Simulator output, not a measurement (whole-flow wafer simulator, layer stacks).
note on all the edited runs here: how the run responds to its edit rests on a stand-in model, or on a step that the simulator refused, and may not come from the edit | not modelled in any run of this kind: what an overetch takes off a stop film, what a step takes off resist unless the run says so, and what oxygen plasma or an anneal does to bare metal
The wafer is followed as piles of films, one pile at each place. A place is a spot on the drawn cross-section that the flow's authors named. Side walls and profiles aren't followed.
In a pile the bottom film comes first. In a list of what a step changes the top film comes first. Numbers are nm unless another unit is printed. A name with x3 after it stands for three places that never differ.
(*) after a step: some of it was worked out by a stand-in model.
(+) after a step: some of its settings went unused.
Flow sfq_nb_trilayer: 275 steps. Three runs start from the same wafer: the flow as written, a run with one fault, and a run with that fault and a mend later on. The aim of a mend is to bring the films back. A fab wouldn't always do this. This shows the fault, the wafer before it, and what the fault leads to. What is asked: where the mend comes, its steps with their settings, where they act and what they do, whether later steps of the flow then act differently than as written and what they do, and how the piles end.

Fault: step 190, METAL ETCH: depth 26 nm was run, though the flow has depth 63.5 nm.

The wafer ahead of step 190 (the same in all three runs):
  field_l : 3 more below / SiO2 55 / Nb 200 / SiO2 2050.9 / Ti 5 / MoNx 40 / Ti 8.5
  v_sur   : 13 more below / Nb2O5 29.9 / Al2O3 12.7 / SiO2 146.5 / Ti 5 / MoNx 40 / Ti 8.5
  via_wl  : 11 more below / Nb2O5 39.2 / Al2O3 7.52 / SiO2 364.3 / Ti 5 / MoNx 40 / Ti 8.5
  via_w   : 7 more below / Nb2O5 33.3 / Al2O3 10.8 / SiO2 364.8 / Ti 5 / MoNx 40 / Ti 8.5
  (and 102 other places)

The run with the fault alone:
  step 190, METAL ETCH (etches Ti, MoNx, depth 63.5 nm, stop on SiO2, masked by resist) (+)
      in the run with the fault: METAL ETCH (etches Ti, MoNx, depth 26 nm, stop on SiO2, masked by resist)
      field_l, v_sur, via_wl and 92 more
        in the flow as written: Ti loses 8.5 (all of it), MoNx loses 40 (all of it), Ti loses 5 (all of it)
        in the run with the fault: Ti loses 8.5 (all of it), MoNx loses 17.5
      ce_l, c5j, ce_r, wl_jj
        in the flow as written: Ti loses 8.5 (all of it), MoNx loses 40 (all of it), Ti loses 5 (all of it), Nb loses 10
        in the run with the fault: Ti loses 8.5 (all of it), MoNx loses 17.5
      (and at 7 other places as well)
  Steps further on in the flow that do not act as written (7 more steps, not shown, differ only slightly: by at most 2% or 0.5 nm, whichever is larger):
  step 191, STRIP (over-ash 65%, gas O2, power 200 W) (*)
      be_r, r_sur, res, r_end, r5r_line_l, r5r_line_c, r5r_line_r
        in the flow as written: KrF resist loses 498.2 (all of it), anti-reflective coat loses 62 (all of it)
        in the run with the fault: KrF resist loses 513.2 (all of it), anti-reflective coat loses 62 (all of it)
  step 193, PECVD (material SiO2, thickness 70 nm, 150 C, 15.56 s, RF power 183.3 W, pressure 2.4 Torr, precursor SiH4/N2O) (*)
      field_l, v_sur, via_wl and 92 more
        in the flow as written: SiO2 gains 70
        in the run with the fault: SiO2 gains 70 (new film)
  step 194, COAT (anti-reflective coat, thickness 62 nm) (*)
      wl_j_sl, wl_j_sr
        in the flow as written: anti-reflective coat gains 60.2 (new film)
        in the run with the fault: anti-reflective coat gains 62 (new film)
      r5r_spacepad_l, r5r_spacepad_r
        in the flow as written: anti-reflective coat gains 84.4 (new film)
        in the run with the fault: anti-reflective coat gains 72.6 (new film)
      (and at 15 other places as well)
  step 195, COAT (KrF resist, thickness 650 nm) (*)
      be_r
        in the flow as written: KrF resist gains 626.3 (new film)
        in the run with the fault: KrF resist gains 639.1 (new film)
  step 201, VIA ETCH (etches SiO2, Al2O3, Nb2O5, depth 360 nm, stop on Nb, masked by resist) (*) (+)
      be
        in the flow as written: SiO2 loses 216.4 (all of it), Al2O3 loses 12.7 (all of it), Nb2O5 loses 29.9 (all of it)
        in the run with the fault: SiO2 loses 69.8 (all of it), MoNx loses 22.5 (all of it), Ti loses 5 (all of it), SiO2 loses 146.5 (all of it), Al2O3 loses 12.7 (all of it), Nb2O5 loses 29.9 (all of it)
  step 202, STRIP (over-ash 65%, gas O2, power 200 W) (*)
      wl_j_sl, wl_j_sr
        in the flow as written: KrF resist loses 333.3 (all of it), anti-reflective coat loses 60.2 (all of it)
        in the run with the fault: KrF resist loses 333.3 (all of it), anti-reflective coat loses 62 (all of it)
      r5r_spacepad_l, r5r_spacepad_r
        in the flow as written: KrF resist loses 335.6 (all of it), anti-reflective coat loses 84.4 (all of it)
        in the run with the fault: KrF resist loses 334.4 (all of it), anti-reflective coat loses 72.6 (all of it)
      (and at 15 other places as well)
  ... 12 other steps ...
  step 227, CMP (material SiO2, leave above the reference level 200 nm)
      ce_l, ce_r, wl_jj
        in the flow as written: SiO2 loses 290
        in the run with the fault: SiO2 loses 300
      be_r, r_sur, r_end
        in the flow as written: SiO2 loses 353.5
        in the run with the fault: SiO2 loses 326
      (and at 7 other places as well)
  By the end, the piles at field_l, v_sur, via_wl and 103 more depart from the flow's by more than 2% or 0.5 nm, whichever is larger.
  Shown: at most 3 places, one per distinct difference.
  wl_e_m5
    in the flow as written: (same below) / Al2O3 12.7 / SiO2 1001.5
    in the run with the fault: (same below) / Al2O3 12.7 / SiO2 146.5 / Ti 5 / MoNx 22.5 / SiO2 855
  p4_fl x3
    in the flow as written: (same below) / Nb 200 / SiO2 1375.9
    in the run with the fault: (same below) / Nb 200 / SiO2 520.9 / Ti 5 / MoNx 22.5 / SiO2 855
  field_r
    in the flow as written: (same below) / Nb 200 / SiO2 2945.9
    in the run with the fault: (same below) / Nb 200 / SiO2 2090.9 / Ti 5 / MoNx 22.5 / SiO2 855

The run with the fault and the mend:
  The mend stands after step 191.
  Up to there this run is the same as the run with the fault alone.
  step 191a, COAT (anti-reflective coat, thickness 62 nm) (*) (the flow's step 183 again)
      p4_fl x3, p4_w1 x9, p4_g1 x2 and 57 more
        anti-reflective coat gains 62 (new film)
      field_l, v_sur, via_wl and 6 more
        anti-reflective coat gains 62.1 (new film)
      wire, be, be_sur, ln_m5, lsp_m, ln_m6, lsp_r
        anti-reflective coat gains 62.2 (new film)
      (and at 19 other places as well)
  step 191b, COAT (KrF resist, thickness 600 nm) (*) (the flow's step 184 again)
      p4_fl x3, p4_w1 x9, p4_g1 x2 and 57 more
        KrF resist gains 600 (new film)
      field_l, v_sur, via_wl, via_w, via_wr
        KrF resist gains 600.3 (new film)
      via_sp, via_v, l0_sur, l0v
        KrF resist gains 600.4 (new film)
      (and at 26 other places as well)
  step 191c, SOFTBAKE (KrF resist) (the flow's step 185 again)
      leaves every film unchanged at each place that is followed
  step 191d, EXPOSE (photomask R5, dose 12.12 mJ/cm2, NA 0.6, wavelength 248 nm) (*) (the flow's step 186 again)
      leaves every film unchanged at each place that is followed
  step 191e, PEB (KrF resist, 90 s) (the flow's step 187 again)
      field_l, v_sur, via_wl and 82 more
        KrF resist loses 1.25
      be_sur, gap, jj_sur and 11 more
        KrF resist loses 1.26
      be_r, r_sur, res, r_end
        KrF resist loses 1.23
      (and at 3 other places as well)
  step 191f, DEVELOP (KrF resist, thickness 600 nm, 60 s) (the flow's step 188 again)
      p4_fl x3, p4_w1 x9, p4_g1 x2 and 57 more
        KrF resist loses 598.7 (all of it)
      be_r, r_sur, res, r_end, r5r_line_l, r5r_line_c, r5r_line_r
        KrF resist loses 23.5
      via_wl, via_w, via_wr, via_sp, l0v
        KrF resist loses 599.1 (all of it)
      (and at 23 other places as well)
  step 191g, METAL ETCH (etches anti-reflective coat, depth 125 nm, masked by resist) (*) (+) (the flow's step 189 again)
      p4_fl x3, p4_w1 x9, p4_g1 x2 and 57 more
        anti-reflective coat loses 62 (all of it)
      field_l, v_sur, via_wl and 6 more
        anti-reflective coat loses 62.1 (all of it)
      wire, be, be_sur, ln_m5, lsp_m, ln_m6, lsp_r
        anti-reflective coat loses 62.2 (all of it)
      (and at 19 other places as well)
  step 191h, METAL ETCH (etches Ti, MoNx, depth 37.5 nm, stop on SiO2, masked by resist) (+) (the flow's step 190 again, with other settings)
      field_l, v_sur, via_wl and 92 more
        MoNx loses 22.5 (all of it), Ti loses 5 (all of it)
      be_r, r_sur, res, r_end, r5r_line_l, r5r_line_c, r5r_line_r
        KrF resist loses 15
      ce_l, c5j, ce_r, wl_jj
        MoNx loses 22.5 (all of it), Ti loses 5 (all of it), Nb loses 10
  step 191i, STRIP (over-ash 65%, gas O2, power 200 W) (*) (the flow's step 191 again)
      r5r_line_l, r5r_line_c, r5r_line_r
        KrF resist loses 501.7 (all of it), anti-reflective coat loses 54 (all of it)
      be_r
        KrF resist loses 498 (all of it), anti-reflective coat loses 57.4 (all of it)
      r_sur
        KrF resist loses 497.7 (all of it), anti-reflective coat loses 59.7 (all of it)
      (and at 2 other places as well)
  Later steps of the flow that are run all act as written at every place that is followed.
  At every place that both follow, the piles at the end match the flow's.
